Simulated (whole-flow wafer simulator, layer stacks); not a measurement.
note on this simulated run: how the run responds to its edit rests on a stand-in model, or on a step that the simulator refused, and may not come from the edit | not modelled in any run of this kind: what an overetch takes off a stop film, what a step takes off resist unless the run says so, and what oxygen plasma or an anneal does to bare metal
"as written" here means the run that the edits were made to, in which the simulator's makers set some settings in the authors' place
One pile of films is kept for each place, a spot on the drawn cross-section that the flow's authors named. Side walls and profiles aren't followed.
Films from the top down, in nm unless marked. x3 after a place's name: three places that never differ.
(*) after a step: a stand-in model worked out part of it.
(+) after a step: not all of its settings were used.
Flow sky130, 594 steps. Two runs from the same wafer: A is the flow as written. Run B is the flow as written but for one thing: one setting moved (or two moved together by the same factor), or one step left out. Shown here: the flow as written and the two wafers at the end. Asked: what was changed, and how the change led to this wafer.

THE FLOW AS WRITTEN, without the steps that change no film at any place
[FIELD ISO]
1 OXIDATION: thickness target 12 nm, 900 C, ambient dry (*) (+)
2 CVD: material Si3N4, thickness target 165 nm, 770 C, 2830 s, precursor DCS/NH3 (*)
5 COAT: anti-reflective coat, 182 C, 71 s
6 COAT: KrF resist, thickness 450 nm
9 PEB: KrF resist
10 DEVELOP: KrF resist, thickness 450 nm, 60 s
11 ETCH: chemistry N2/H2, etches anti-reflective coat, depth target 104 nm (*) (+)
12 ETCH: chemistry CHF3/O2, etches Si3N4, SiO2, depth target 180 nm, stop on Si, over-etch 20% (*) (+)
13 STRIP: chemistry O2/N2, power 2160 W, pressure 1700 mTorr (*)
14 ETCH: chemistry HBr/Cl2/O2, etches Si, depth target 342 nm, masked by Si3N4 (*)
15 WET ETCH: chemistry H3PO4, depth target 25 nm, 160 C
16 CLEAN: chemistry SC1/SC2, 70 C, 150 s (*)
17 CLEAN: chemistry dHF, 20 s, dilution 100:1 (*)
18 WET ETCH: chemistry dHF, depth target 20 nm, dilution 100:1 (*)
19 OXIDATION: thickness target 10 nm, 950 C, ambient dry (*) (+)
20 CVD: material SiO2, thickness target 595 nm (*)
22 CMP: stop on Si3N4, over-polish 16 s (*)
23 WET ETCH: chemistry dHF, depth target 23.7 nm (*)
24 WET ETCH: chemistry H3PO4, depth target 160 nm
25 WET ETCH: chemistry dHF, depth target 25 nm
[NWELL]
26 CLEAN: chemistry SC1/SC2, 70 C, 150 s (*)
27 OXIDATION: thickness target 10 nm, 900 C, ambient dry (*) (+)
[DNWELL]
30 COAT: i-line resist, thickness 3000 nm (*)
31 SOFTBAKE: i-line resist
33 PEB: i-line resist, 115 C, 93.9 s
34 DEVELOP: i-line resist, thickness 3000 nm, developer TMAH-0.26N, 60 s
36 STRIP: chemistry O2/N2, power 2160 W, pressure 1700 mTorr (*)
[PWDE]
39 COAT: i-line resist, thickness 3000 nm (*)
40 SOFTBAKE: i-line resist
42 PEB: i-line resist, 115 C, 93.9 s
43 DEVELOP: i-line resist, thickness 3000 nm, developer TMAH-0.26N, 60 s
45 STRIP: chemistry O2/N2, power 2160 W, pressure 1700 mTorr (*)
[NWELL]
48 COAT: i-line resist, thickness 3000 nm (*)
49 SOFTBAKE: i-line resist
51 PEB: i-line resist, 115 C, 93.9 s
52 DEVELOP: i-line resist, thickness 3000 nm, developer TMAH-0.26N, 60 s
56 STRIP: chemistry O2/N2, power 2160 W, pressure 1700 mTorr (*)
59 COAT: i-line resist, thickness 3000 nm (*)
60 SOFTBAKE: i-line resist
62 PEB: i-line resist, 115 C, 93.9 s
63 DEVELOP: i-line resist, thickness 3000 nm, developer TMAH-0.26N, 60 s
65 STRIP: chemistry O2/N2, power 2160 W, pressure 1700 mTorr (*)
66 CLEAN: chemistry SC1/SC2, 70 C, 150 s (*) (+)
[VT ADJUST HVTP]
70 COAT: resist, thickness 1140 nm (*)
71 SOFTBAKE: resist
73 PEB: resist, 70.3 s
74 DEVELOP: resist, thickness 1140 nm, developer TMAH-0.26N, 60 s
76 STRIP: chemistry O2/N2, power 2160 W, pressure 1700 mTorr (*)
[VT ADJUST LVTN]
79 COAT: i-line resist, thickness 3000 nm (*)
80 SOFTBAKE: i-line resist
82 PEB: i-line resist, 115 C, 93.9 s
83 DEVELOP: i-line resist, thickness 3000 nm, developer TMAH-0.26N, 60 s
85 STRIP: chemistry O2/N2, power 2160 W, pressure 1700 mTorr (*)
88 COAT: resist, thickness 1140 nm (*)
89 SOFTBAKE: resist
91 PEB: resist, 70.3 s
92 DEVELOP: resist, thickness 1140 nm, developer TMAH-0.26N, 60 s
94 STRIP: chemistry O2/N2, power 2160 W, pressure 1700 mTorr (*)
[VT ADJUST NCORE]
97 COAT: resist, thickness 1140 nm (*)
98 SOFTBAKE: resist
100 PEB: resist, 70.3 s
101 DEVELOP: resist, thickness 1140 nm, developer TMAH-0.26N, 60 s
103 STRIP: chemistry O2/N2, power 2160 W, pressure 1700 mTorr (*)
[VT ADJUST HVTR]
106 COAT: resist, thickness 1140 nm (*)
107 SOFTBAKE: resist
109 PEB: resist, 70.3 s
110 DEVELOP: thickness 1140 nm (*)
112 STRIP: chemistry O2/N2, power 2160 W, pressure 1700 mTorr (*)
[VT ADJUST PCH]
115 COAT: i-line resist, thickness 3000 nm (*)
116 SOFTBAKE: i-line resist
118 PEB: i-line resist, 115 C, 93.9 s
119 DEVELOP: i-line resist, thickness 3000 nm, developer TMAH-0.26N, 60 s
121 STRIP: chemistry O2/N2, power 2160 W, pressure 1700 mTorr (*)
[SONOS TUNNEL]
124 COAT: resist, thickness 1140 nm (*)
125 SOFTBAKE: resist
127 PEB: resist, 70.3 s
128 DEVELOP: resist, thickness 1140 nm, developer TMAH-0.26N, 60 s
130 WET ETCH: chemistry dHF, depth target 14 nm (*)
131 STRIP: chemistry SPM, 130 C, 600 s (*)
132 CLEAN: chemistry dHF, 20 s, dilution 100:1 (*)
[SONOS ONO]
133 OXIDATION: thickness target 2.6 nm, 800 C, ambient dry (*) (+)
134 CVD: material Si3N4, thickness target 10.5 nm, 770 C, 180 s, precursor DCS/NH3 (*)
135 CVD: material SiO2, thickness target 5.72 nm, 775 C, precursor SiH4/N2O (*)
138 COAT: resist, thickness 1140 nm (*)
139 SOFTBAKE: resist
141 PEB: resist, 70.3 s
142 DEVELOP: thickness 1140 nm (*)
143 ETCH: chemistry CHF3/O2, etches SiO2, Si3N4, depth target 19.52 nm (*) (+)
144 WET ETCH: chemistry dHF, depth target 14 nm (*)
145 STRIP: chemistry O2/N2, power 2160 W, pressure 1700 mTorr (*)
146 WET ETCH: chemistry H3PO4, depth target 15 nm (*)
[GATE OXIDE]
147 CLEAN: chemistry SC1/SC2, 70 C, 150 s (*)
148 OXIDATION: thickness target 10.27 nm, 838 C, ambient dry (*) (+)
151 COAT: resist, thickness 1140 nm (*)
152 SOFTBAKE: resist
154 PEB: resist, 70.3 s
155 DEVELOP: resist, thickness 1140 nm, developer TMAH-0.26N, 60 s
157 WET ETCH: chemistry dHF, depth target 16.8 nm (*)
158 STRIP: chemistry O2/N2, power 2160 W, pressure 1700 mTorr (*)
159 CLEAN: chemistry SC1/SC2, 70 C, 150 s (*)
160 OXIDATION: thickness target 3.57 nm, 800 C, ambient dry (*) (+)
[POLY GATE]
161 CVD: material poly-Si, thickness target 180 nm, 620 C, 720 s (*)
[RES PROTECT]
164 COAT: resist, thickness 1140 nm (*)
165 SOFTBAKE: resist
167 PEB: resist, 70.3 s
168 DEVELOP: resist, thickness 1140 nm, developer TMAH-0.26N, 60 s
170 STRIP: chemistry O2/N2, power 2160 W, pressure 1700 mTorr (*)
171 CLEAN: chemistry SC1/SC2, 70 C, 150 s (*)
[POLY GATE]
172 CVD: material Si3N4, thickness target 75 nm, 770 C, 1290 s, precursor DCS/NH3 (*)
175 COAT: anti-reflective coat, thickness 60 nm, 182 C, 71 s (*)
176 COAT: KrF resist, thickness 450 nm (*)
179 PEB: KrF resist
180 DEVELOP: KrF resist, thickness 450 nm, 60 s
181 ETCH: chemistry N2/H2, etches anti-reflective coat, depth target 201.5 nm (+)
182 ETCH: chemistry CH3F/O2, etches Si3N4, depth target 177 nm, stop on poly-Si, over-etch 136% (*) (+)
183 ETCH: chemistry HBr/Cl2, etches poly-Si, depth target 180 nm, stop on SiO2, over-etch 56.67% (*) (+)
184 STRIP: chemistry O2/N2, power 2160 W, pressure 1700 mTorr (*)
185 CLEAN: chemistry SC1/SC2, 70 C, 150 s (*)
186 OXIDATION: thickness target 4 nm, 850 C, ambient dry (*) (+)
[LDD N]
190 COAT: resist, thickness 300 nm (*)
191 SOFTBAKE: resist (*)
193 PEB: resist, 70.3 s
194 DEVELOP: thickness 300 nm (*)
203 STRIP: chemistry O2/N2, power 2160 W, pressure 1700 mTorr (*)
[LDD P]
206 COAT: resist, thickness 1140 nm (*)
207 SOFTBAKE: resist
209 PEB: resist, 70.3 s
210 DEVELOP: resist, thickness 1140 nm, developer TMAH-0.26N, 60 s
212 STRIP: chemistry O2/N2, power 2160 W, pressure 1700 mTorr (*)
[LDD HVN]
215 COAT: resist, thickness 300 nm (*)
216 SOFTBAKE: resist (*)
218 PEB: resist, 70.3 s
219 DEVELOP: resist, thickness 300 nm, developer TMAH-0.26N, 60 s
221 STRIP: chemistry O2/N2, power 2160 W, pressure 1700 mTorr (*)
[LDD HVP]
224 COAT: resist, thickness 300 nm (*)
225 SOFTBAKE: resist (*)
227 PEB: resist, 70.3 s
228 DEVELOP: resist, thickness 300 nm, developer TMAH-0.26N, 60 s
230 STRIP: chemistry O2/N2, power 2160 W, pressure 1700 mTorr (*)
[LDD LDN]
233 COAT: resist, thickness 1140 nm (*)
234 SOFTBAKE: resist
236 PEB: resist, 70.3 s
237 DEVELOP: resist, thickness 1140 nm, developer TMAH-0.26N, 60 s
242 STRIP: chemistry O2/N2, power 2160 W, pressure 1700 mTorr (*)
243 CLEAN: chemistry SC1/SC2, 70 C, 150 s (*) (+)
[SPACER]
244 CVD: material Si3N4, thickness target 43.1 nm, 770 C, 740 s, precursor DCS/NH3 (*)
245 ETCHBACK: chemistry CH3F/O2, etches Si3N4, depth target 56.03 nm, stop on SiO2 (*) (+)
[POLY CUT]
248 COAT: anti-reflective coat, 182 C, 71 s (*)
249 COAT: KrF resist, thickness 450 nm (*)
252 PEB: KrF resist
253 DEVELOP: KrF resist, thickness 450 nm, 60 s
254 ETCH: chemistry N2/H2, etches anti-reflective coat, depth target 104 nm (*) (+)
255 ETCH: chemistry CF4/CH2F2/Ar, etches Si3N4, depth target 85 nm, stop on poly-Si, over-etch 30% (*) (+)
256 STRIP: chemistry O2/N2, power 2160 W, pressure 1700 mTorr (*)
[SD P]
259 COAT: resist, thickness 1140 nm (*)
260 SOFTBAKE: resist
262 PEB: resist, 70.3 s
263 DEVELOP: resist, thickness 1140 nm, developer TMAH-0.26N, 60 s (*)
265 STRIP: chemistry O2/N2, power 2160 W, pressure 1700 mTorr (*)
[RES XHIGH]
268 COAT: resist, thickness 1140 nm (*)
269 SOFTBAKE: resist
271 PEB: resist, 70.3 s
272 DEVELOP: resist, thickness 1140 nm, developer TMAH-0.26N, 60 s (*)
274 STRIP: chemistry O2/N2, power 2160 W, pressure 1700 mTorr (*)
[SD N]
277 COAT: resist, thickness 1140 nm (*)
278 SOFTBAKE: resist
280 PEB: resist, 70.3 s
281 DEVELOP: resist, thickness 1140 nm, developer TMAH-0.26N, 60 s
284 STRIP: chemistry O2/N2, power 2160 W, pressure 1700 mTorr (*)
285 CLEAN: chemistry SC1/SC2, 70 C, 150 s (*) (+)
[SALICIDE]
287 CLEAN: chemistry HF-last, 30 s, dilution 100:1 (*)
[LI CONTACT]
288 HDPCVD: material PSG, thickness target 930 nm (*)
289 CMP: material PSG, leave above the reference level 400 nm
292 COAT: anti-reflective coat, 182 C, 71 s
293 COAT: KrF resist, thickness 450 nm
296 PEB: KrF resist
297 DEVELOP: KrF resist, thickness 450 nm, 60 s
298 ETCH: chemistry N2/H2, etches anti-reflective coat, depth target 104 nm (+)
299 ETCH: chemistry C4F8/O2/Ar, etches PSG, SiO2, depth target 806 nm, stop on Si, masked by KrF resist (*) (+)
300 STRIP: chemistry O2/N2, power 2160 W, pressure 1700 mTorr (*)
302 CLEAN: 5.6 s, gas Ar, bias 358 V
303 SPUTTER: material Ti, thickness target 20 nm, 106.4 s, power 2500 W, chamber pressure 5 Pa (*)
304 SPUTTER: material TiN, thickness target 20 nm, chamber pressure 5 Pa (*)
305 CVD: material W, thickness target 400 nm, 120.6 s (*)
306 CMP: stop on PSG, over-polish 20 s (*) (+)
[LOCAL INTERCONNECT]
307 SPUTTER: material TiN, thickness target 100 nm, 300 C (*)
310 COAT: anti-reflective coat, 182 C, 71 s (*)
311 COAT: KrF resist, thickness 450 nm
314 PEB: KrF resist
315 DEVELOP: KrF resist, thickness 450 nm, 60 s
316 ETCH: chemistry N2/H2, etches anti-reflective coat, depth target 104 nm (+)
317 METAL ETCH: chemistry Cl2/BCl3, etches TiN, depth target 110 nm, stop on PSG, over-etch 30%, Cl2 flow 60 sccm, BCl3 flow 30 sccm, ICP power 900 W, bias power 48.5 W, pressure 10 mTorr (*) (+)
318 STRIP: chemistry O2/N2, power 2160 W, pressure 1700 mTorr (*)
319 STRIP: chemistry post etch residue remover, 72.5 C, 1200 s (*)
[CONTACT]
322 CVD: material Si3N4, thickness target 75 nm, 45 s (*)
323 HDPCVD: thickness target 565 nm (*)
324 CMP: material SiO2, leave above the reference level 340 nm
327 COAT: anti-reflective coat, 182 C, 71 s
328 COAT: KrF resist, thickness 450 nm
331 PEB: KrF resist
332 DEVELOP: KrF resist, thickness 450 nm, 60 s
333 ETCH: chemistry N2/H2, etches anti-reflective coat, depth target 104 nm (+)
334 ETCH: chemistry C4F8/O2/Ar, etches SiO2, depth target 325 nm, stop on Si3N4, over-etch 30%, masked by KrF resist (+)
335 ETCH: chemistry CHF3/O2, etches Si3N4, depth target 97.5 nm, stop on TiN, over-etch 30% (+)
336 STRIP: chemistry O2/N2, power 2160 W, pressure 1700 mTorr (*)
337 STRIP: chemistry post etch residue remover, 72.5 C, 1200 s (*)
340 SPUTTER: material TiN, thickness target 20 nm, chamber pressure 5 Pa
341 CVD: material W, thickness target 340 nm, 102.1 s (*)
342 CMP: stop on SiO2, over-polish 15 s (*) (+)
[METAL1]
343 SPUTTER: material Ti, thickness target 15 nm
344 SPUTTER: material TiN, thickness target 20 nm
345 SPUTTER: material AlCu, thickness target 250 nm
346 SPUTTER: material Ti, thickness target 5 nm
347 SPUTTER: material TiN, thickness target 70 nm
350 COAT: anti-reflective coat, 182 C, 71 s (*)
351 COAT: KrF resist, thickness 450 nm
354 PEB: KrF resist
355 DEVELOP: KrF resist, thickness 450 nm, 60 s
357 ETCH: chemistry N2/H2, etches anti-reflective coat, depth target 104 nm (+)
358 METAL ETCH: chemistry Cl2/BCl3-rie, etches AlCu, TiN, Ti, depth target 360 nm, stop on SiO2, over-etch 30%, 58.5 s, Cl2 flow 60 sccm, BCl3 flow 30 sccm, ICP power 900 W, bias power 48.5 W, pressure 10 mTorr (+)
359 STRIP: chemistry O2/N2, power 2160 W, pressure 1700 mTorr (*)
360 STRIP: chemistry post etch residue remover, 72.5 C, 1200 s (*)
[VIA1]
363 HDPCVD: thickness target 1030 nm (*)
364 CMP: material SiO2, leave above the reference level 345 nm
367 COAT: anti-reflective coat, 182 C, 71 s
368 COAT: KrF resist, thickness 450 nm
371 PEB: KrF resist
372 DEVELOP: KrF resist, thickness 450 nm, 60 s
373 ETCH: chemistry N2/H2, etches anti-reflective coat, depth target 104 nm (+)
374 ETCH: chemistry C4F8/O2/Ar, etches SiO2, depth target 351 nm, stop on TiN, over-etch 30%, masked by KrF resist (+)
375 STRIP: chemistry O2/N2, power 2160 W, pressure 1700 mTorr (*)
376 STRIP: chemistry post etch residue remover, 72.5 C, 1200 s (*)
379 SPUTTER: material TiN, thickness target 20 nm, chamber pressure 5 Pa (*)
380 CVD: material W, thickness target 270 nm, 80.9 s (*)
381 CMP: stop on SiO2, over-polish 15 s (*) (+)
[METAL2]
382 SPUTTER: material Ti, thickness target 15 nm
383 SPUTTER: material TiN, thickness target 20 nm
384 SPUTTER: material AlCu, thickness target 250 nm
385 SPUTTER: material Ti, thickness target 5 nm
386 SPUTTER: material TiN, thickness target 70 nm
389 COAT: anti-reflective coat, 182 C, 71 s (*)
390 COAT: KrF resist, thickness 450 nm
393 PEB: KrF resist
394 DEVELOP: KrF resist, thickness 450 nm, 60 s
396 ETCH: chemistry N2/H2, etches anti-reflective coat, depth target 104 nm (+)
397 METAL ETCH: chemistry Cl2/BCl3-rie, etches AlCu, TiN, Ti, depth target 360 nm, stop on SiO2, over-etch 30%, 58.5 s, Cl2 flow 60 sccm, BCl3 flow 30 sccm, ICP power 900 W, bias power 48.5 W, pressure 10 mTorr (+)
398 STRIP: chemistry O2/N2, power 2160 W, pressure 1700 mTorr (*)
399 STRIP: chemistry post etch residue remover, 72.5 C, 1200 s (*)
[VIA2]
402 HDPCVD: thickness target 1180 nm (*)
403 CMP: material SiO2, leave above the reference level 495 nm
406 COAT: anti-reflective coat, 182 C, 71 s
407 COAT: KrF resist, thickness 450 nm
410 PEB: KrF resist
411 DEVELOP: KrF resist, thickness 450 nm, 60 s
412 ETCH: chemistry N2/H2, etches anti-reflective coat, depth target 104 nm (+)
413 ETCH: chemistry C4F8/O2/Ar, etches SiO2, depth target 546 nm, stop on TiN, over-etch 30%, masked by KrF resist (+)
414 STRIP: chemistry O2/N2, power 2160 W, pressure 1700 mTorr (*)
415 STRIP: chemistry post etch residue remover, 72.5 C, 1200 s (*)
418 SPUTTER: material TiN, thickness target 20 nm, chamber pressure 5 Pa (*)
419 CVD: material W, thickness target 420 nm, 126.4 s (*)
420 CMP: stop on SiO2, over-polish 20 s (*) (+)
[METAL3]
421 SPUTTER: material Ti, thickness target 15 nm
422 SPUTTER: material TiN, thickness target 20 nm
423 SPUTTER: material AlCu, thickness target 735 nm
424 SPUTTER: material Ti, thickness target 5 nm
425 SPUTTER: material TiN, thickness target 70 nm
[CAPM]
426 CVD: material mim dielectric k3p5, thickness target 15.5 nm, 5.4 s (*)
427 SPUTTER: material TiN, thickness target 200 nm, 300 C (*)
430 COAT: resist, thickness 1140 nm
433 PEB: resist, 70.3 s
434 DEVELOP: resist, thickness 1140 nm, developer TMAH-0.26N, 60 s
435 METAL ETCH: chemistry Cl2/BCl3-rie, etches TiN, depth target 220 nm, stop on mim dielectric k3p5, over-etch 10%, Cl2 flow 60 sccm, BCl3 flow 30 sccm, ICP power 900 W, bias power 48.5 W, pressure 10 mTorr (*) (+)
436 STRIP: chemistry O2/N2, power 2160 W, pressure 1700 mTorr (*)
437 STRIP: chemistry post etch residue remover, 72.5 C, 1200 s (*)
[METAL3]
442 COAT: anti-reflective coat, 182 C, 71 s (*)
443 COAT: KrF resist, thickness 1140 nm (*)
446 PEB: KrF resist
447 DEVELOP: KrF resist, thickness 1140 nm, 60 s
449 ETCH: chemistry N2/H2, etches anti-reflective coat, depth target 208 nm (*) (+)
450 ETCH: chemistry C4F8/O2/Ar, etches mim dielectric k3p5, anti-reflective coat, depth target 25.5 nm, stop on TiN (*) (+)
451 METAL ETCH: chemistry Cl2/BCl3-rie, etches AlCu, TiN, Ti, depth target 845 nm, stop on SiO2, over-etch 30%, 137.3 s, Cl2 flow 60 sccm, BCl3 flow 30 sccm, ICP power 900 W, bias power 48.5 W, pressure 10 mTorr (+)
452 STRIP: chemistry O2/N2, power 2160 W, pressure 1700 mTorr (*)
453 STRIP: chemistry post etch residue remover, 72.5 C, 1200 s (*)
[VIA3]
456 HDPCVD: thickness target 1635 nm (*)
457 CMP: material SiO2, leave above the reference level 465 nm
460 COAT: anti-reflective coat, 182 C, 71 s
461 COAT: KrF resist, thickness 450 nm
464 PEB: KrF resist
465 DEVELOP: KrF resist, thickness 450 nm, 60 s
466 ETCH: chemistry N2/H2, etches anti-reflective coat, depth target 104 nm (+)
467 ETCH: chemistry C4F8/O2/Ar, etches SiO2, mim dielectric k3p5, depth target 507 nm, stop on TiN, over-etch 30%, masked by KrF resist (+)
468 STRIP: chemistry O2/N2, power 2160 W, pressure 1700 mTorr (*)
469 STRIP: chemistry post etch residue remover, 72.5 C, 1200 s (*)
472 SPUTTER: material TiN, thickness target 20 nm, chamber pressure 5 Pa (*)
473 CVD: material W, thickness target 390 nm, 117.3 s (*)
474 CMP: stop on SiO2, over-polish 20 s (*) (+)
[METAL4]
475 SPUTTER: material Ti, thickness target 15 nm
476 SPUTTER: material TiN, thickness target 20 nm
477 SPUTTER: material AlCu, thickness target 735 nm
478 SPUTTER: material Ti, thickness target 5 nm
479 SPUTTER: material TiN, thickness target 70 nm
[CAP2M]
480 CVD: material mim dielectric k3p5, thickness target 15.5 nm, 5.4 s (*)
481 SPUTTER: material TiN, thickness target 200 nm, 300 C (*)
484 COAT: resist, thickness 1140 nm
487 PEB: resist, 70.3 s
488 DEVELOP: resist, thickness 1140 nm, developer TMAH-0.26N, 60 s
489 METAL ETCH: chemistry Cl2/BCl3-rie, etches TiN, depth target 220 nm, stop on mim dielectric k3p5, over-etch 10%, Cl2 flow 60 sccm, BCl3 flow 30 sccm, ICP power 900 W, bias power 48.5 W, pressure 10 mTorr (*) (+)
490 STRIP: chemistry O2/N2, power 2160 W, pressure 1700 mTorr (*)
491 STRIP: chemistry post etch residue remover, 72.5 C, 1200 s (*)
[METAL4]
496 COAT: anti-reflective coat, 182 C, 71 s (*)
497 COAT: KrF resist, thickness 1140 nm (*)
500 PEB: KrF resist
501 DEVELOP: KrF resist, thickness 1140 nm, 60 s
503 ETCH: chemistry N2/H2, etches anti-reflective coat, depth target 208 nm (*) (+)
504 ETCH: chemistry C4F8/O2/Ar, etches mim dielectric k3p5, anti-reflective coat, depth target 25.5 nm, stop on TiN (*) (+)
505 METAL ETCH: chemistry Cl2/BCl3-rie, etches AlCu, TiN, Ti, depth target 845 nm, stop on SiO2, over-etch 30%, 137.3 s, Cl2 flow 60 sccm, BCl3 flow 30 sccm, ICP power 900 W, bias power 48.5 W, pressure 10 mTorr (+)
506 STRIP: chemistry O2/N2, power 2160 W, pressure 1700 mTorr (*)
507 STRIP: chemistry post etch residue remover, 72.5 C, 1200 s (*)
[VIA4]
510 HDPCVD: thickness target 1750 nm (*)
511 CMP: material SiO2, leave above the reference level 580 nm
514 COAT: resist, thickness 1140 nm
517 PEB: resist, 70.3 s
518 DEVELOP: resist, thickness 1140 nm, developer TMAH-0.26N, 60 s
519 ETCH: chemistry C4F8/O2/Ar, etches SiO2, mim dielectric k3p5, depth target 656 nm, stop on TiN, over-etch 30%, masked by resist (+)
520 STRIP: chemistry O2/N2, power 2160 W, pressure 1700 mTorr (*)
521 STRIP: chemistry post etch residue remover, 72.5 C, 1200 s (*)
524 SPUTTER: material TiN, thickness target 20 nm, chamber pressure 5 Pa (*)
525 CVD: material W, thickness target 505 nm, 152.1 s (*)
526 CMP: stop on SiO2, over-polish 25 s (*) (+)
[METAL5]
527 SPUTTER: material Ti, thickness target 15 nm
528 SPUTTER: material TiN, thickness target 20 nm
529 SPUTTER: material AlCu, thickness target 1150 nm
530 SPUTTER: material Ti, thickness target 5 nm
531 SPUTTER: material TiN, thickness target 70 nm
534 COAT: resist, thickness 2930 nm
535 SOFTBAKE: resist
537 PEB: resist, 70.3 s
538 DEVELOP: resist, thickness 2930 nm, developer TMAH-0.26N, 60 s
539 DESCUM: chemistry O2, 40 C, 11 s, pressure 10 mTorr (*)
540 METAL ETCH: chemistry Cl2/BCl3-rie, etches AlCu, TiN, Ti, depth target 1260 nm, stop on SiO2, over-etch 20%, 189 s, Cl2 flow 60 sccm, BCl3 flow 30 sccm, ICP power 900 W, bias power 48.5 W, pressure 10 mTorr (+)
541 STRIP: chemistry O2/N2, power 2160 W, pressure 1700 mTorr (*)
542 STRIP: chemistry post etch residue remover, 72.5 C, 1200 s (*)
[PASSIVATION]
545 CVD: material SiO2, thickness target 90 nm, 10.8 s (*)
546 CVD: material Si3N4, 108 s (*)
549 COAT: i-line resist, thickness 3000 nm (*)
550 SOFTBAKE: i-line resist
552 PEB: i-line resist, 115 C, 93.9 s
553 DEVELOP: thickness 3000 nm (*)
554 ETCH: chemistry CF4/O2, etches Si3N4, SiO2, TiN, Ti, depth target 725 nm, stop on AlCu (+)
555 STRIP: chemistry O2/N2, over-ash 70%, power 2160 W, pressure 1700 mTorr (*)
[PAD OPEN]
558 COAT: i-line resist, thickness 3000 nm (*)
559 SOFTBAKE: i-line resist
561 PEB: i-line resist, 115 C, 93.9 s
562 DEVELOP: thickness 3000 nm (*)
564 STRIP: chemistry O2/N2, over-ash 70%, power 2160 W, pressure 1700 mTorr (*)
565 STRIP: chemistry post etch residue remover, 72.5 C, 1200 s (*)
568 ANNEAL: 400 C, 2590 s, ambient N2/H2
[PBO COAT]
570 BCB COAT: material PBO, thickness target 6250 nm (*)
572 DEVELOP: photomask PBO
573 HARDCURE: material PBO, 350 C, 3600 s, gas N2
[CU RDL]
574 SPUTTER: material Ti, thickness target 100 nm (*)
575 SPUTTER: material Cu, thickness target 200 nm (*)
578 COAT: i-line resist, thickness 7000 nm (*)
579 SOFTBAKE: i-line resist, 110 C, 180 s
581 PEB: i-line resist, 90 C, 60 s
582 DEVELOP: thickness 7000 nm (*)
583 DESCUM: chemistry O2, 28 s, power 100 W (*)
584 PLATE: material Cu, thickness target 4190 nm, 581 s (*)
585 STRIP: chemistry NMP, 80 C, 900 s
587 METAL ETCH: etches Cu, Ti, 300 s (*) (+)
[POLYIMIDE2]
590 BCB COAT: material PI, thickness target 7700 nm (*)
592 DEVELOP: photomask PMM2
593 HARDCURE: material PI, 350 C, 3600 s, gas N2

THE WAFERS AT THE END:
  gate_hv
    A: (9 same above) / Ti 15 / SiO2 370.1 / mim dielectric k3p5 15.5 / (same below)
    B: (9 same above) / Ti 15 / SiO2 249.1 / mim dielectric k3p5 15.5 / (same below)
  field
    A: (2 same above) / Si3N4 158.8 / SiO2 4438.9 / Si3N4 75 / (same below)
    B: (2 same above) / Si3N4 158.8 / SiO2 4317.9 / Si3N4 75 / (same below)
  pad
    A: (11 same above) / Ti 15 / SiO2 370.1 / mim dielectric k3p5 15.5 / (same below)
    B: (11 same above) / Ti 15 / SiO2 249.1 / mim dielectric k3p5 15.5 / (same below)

The cause: step 457, CMP: leave above the reference level 344 nm was run, where the flow has leave above the reference level 465 nm.

How the change led to this, step by step:
  457 CMP: material SiO2, leave above the reference level 465 nm
      n_well, p_well, gate_hv and 99 more: A SiO2 -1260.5 | B SiO2 -1381.5
      field, active, gate and 82 more: A SiO2 -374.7 | B SiO2 -495.7
      (and at 5 more places)
  467 ETCH: chemistry C4F8/O2/Ar, etches SiO2, mim dielectric k3p5, depth target 507 nm, stop on TiN, over-etch 30%, masked by KrF resist (+)
      field, active, n_well and 187 more: A KrF resist -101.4 | B KrF resist -69.9
      m1: A SiO2 -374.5 (all of it), mim dielectric k3p5 -15.5 (all of it) | B SiO2 -253.5 (all of it), mim dielectric k3p5 -15.5 (all of it)
      (and at 1 more place)
  468 STRIP: chemistry O2/N2, power 2160 W, pressure 1700 mTorr (*)
      field, active, n_well and 187 more: A KrF resist -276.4 (all of it), anti-reflective coat -80 (all of it) | B KrF resist -307.9 (all of it), anti-reflective coat -80 (all of it)
  472 SPUTTER: material TiN, thickness target 20 nm, chamber pressure 5 Pa (*)
      m1, via3_hole: A TiN +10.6 | B TiN +12.3
  473 CVD: material W, thickness target 390 nm, 117.3 s (*)
      m1: A W +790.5 (new film) | B W +667.7 (new film)
      via3_hole: A W +789.9 (new film) | B W +667.1 (new film)
